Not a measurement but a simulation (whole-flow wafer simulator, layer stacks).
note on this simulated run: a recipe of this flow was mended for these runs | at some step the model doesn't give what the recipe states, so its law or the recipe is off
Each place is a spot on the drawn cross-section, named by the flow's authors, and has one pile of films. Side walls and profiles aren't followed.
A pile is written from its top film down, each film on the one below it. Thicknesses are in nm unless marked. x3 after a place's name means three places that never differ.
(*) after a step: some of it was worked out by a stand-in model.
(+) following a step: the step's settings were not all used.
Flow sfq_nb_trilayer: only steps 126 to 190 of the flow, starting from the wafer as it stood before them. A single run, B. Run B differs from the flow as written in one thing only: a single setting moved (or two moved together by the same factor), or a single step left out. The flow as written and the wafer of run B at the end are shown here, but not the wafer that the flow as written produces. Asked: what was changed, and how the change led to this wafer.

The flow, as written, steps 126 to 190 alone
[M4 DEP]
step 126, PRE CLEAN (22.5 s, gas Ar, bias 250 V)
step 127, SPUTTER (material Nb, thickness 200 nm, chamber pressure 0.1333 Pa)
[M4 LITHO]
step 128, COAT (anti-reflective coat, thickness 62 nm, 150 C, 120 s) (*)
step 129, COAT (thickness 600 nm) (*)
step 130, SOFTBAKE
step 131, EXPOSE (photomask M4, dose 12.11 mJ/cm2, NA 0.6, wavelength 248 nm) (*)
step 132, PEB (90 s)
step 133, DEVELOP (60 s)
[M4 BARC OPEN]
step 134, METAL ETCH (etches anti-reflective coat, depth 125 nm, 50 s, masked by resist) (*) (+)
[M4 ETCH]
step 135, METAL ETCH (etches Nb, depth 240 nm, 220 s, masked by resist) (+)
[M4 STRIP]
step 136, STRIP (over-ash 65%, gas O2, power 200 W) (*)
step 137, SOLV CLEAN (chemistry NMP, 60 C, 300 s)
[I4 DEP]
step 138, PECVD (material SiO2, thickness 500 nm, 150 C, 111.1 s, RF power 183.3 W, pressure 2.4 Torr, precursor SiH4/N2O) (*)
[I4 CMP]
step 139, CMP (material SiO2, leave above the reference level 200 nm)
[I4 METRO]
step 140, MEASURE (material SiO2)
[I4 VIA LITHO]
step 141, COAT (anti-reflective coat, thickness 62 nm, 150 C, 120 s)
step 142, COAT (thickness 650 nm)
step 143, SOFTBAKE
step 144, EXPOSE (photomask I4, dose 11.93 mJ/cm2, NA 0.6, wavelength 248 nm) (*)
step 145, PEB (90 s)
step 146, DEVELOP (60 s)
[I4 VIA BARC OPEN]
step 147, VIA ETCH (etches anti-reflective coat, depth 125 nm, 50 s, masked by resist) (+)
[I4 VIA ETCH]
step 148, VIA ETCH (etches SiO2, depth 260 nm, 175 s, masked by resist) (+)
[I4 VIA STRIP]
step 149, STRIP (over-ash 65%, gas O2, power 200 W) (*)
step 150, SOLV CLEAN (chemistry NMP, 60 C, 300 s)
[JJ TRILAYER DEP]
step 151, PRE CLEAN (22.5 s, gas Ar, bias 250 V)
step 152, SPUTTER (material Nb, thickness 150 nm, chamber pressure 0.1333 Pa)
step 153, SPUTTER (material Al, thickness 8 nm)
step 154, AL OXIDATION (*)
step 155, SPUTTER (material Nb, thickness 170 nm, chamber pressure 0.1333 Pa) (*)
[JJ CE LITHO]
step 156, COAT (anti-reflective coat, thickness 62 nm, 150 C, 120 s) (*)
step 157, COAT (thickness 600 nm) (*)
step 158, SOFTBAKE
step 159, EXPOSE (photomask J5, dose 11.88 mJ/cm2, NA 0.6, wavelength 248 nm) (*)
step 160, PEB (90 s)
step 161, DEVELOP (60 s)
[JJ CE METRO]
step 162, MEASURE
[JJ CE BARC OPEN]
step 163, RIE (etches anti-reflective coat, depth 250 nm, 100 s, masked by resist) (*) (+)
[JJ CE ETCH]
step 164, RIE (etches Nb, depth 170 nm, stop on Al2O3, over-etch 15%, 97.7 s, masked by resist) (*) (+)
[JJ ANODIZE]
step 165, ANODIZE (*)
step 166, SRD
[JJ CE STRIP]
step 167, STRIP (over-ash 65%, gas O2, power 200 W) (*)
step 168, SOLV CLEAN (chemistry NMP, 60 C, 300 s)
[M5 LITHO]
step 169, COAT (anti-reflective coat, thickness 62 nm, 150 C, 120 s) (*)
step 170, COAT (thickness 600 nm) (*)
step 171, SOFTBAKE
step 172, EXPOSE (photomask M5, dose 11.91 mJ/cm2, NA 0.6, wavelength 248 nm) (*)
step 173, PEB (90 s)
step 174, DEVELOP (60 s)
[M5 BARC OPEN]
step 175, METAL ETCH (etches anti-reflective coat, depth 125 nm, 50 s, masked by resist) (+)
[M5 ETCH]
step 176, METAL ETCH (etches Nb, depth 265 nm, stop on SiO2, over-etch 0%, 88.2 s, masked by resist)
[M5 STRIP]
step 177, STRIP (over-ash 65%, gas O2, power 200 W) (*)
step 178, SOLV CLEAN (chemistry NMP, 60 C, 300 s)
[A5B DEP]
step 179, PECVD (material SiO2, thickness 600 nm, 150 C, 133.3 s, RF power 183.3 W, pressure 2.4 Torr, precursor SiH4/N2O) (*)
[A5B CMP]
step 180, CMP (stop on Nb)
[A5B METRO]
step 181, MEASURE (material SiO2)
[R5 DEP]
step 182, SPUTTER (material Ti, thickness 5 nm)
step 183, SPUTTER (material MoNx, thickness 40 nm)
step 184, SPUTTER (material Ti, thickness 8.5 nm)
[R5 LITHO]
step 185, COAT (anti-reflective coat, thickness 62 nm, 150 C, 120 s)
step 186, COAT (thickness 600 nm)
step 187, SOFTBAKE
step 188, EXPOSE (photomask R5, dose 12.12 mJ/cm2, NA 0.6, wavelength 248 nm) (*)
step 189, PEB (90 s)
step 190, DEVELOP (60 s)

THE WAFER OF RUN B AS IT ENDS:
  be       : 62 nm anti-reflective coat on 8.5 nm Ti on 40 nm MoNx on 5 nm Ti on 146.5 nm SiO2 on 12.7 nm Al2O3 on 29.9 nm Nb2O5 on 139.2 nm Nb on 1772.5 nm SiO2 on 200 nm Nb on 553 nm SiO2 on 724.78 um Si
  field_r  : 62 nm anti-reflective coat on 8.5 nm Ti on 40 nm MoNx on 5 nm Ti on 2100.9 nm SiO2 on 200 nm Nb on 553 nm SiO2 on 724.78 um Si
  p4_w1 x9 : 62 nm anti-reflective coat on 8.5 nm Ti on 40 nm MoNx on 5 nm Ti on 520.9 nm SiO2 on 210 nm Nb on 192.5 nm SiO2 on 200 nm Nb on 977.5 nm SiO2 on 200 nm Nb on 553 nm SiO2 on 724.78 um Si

What caused this: step 127, SPUTTER: thickness 210 nm was run, though the flow has thickness 200 nm.
The wafer itself shows it: p4_w1 x9 has Nb 210, and step 127 as written asks for 200 nm.

How this came from the change, step by step:
  step 127, SPUTTER (material Nb, thickness 200 nm, chamber pressure 0.1333 Pa)
      field_l, v_sur, via_wl and 102 more: +210 Nb (new film) (it would be, as written: +200 Nb (new film))
      via_v: +172.8 Nb (it would be, as written: +164.5 Nb)
  step 135, METAL ETCH (etches Nb, depth 240 nm, 220 s, masked by resist) (+)
      field_l, be, be_sur and 64 more: -210 Nb (all of it), -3 SiO2 (it would be, as written: -200 Nb (all of it), -4 SiO2)
  step 139, CMP (material SiO2, leave above the reference level 200 nm)
      field_l, be, be_sur and 55 more: -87 SiO2 (it would be, as written: -96 SiO2)
      lsp_r, l0_sur, l0v: -78.4 SiO2 (it would be, as written: -87.7 SiO2)
